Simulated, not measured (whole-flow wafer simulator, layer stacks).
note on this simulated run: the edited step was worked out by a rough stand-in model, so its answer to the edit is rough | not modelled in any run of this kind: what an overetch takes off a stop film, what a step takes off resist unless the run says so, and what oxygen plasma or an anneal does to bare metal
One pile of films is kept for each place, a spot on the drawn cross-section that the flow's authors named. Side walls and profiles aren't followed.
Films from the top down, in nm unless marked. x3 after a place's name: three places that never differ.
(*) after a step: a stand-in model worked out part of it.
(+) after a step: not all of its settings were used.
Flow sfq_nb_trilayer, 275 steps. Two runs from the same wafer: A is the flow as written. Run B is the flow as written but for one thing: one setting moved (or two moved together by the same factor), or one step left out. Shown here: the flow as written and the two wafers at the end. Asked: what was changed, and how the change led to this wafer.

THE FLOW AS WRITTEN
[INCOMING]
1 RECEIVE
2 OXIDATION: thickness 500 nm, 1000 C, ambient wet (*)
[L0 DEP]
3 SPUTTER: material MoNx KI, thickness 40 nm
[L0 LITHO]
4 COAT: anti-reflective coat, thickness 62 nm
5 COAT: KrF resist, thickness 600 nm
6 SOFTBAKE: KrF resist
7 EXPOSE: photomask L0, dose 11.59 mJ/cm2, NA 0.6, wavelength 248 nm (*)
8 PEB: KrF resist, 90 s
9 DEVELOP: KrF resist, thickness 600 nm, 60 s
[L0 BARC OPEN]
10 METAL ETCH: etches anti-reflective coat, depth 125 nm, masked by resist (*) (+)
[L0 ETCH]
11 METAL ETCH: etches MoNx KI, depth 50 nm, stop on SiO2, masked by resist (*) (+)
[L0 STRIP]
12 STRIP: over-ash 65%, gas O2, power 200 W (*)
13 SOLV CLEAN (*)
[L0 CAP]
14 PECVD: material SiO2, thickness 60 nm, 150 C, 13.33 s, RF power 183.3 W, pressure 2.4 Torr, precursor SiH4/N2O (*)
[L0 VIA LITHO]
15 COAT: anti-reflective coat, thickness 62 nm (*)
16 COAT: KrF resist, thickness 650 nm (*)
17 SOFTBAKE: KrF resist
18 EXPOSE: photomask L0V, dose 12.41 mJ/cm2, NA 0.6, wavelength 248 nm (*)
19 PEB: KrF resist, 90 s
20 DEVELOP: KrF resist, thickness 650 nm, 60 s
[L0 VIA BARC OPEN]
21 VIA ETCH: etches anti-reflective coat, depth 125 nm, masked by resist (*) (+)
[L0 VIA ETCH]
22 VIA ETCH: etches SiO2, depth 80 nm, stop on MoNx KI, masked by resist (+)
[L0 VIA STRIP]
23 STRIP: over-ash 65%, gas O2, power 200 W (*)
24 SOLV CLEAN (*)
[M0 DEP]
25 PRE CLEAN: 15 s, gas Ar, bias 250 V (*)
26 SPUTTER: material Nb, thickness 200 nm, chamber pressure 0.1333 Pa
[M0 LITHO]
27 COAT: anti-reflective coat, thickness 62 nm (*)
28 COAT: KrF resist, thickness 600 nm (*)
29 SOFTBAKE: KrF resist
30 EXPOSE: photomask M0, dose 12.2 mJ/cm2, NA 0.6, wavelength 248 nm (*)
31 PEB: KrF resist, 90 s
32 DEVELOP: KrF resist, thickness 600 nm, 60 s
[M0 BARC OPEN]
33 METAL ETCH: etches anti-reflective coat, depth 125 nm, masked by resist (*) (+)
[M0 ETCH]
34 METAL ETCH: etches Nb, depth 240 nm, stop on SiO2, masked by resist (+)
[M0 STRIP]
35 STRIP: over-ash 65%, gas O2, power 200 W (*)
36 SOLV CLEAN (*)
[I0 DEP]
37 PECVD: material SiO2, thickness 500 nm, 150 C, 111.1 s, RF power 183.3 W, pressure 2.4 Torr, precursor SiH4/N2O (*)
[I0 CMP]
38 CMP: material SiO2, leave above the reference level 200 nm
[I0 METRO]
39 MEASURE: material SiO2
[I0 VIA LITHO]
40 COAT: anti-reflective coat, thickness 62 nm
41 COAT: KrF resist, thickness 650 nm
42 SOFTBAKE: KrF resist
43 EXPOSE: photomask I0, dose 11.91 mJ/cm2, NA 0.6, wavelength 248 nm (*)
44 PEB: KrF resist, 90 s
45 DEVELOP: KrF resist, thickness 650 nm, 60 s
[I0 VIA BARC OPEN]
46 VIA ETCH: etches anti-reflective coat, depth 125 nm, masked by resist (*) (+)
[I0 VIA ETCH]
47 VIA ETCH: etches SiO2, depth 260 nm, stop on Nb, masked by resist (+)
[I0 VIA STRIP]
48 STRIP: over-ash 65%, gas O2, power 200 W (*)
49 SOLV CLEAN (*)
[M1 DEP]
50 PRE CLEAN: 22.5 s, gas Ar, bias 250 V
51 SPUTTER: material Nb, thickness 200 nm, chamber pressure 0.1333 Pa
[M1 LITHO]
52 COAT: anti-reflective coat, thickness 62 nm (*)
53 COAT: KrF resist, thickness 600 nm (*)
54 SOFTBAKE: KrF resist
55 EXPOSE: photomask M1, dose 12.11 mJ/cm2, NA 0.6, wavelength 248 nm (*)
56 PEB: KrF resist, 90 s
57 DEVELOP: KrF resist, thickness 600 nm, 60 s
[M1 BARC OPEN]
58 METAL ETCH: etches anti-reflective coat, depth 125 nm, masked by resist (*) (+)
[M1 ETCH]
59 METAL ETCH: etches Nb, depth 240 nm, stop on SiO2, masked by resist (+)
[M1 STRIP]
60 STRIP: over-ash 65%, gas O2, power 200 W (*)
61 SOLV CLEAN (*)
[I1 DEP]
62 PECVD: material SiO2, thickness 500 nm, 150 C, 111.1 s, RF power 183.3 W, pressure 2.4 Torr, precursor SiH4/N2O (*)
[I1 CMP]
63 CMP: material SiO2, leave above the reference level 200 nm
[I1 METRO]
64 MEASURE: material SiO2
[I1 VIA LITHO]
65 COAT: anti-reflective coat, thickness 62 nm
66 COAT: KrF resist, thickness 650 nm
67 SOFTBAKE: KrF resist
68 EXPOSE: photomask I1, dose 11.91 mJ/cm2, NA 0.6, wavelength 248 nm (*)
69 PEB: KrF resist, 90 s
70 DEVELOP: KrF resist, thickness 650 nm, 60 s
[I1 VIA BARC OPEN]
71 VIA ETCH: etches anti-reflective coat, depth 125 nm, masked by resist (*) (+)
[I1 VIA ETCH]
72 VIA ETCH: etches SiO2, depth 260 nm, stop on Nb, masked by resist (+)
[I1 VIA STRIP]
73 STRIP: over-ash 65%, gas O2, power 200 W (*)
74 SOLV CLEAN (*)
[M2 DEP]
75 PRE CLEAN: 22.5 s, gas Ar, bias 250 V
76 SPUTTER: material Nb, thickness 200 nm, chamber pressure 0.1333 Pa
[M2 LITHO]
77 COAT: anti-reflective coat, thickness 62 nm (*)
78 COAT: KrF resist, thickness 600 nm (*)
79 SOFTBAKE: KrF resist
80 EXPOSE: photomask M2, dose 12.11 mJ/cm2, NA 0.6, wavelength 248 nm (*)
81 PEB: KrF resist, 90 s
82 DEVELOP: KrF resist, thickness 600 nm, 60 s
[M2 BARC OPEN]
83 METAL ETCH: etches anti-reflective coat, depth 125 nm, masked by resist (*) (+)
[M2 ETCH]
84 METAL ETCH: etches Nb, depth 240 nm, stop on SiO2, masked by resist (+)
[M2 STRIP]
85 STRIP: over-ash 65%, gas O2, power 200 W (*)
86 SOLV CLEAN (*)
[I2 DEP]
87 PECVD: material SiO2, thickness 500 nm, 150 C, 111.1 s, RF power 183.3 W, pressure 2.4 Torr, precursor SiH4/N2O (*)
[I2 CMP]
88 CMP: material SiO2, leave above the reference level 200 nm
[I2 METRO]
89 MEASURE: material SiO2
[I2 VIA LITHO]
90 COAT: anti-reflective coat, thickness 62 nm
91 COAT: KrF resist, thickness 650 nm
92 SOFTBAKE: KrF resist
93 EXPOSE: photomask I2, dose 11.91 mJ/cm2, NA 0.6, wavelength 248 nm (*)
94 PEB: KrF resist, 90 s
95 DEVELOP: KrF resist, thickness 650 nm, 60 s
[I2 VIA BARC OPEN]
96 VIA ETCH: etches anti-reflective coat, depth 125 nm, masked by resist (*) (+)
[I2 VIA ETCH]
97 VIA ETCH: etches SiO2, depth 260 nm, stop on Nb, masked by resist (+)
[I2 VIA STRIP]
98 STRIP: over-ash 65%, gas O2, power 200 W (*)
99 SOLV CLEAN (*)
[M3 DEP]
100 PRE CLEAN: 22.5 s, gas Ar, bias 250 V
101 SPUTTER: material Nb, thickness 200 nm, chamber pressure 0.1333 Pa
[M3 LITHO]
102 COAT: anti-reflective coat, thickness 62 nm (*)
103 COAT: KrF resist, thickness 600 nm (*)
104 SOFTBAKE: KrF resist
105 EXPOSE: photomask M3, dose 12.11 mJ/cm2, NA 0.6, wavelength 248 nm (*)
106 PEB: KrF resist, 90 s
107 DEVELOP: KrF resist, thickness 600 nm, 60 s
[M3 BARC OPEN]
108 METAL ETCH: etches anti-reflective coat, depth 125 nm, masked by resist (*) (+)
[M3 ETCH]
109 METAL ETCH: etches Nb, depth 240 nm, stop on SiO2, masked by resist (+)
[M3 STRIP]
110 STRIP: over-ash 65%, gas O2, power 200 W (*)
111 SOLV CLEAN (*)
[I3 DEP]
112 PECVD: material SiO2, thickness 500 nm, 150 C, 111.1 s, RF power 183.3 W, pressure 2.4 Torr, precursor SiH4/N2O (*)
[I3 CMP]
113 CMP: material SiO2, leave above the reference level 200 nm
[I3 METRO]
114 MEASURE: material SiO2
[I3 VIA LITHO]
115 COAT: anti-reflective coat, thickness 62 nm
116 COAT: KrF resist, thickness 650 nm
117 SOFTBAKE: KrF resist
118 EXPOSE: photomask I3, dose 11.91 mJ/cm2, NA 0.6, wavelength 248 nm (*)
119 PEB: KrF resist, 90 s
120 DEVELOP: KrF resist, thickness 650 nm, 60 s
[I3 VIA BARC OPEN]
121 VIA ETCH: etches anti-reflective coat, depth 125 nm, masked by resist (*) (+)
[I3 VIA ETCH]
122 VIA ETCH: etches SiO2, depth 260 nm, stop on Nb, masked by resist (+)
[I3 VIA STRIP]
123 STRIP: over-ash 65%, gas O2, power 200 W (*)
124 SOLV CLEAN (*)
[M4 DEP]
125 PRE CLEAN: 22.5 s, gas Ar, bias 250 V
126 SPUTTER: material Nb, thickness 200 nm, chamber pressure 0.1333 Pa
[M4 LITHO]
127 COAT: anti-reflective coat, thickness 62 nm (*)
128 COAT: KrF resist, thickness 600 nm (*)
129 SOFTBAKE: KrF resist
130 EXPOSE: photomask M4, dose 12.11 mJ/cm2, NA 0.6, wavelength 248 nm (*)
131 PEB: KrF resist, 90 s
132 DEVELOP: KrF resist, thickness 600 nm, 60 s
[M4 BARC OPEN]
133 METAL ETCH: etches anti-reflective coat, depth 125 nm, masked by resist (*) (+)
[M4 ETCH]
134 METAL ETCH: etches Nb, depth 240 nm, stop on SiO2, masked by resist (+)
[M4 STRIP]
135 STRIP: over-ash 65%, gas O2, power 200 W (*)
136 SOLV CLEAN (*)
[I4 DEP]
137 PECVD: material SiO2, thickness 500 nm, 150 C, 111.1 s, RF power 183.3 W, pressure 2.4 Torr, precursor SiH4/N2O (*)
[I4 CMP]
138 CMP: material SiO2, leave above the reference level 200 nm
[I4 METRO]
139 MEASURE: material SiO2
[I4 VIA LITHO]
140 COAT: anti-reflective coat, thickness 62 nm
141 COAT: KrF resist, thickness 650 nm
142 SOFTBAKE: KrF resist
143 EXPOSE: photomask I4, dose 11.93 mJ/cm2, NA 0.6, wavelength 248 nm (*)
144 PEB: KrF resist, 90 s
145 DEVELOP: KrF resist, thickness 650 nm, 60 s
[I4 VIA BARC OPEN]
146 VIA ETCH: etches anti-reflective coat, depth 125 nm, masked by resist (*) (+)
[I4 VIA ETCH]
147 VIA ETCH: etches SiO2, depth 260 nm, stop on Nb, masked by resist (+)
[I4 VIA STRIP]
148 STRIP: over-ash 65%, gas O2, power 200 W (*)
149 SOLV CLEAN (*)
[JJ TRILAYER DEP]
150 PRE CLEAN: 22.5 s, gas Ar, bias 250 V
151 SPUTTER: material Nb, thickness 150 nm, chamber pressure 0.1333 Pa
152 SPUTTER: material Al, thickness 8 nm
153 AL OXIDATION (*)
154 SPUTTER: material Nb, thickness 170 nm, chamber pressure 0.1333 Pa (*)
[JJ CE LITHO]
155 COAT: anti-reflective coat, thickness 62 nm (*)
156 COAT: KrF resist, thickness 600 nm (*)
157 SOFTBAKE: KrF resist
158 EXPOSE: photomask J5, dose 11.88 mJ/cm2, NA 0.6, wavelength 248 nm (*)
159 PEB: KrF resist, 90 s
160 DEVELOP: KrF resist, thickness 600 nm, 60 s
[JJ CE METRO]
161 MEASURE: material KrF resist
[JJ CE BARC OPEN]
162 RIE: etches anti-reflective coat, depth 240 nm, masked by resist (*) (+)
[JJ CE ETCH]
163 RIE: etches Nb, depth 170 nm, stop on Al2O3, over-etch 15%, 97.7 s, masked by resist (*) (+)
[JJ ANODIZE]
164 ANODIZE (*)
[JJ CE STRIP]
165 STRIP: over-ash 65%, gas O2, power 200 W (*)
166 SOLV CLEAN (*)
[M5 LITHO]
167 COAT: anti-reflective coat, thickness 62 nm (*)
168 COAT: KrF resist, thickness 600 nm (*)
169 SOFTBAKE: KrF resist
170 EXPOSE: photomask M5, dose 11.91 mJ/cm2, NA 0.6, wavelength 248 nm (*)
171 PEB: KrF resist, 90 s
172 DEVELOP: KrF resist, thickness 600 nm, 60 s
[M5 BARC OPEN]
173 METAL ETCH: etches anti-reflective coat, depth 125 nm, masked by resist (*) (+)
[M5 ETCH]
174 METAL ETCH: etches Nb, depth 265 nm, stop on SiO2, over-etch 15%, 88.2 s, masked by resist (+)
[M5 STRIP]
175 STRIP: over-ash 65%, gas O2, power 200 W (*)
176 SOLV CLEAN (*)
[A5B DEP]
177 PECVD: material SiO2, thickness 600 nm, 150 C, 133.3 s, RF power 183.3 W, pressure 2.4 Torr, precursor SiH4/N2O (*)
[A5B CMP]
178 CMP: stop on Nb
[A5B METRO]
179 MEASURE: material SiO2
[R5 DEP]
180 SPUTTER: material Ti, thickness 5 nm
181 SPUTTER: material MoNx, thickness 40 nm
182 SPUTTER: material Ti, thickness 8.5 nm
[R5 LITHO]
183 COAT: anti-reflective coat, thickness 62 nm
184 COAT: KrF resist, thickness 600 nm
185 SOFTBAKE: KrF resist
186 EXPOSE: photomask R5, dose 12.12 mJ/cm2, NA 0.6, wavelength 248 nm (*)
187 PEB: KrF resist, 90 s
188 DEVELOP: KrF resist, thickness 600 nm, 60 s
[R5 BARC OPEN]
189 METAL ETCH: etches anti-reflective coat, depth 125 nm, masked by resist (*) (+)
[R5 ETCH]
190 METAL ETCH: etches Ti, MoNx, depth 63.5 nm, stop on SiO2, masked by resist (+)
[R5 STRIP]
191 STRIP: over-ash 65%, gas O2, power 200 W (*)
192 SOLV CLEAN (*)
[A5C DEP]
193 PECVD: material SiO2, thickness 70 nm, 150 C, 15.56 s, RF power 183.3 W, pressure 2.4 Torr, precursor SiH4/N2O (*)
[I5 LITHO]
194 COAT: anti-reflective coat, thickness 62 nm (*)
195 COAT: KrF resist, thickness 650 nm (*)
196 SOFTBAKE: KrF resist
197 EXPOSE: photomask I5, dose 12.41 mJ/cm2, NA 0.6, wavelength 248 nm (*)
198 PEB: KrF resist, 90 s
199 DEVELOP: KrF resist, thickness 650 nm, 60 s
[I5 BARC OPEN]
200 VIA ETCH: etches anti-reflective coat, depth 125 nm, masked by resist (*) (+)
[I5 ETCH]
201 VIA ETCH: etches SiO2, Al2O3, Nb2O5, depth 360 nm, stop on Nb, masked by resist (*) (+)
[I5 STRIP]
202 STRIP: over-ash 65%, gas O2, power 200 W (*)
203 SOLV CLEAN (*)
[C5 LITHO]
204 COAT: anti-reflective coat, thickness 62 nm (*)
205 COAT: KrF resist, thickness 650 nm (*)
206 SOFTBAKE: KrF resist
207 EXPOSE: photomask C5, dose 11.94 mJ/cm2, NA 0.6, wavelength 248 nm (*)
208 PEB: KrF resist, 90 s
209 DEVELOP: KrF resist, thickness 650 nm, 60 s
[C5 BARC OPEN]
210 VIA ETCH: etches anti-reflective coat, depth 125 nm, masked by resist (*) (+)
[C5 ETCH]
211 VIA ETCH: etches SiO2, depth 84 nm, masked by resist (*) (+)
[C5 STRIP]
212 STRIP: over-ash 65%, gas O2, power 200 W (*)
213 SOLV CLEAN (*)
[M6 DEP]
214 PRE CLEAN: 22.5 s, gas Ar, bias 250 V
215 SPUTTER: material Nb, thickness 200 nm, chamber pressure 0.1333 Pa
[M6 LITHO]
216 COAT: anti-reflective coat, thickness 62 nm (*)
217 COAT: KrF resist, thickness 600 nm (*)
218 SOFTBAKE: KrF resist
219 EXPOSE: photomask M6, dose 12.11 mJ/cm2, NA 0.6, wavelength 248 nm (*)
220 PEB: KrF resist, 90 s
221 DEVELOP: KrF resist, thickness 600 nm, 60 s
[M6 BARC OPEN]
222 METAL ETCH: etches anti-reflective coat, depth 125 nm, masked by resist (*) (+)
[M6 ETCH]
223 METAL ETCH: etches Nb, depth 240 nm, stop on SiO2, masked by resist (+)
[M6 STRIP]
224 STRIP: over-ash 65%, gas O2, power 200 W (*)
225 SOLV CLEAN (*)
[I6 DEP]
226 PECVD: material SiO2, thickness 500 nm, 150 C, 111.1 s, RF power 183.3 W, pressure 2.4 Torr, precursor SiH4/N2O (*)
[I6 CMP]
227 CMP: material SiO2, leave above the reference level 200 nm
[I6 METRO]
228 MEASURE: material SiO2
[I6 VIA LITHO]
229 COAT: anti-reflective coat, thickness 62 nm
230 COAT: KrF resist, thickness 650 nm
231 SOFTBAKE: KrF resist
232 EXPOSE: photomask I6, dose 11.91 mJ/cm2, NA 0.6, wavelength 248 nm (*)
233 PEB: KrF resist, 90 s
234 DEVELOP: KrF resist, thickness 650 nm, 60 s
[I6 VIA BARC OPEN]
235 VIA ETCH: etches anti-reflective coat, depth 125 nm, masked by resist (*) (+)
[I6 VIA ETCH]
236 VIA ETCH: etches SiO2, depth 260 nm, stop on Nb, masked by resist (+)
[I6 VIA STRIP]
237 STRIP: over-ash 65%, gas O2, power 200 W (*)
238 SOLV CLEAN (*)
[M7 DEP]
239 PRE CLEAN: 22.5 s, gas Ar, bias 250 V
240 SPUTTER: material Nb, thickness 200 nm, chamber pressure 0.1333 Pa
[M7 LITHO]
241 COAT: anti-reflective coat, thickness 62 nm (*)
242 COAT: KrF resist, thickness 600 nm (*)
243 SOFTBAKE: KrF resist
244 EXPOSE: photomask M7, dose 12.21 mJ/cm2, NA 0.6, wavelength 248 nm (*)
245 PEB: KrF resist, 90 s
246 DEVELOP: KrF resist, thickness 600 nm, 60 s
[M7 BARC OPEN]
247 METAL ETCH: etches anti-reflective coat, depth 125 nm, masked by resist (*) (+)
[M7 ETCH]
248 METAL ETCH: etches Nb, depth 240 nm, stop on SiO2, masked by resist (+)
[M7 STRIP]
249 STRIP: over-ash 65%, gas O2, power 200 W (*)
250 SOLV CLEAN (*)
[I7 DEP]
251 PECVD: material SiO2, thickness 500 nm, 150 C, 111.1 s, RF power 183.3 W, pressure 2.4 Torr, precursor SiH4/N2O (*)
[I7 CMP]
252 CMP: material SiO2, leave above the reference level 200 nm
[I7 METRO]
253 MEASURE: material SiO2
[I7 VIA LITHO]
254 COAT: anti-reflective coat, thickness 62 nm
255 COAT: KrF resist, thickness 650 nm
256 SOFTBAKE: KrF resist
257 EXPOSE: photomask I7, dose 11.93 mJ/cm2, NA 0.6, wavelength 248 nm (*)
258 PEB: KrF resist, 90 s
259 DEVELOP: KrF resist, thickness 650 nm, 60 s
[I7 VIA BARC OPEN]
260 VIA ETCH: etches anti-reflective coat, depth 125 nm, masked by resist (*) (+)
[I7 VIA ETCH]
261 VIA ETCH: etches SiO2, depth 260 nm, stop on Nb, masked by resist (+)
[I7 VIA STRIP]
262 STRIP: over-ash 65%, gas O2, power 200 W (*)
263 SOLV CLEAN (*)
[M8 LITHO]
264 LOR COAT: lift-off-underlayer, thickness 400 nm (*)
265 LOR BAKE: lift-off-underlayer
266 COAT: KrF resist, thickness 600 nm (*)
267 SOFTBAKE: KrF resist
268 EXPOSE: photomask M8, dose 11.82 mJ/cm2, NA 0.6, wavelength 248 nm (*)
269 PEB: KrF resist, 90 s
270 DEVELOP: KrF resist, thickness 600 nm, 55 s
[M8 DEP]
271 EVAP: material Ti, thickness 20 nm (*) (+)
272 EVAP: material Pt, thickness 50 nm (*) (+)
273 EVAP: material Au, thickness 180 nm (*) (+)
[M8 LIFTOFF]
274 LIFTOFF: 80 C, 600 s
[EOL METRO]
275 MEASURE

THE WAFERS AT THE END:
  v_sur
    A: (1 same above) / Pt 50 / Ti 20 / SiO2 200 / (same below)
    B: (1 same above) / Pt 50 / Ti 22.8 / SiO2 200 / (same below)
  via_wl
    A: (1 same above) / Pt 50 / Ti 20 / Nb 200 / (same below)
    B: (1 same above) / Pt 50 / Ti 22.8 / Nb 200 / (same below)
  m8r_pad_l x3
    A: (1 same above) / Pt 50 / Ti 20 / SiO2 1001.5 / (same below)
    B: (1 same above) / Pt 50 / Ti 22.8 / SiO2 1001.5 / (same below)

The cause: step 271, EVAP: thickness 22.8 nm was run, where the flow has thickness 20 nm.
It can be read off the wafer: v_sur has Ti 22.8, and step 271 as written asks for 20 nm.

How the change led to this, step by step:
  271 EVAP: material Ti, thickness 20 nm (*) (+)
      field_l, v_sur, via_wl and 103 more: A Ti +20 (new film) | B Ti +22.8 (new film)
  274 LIFTOFF: 80 C, 600 s
      p4_fl x3, p4_w1 x9, p4_g1 x2 and 60 more: A Au -180 (all of it), Pt -50 (all of it), Ti -20 (all of it), KrF resist -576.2 (all of it), lift-off-underlayer -400 (all of it) | B Au -180 (all of it), Pt -50 (all of it), Ti -22.8 (all of it), KrF resist -576.2 (all of it), lift-off-underlayer -400 (all of it)
      c5j, ce_r: A Au -180 (all of it), Pt -50 (all of it), Ti -20 (all of it), KrF resist -573.3 (all of it), lift-off-underlayer -399.3 (all of it) | B Au -180 (all of it), Pt -50 (all of it), Ti -22.8 (all of it), KrF resist -573.3 (all of it), lift-off-underlayer -399.3 (all of it)
      (and at 19 more places)
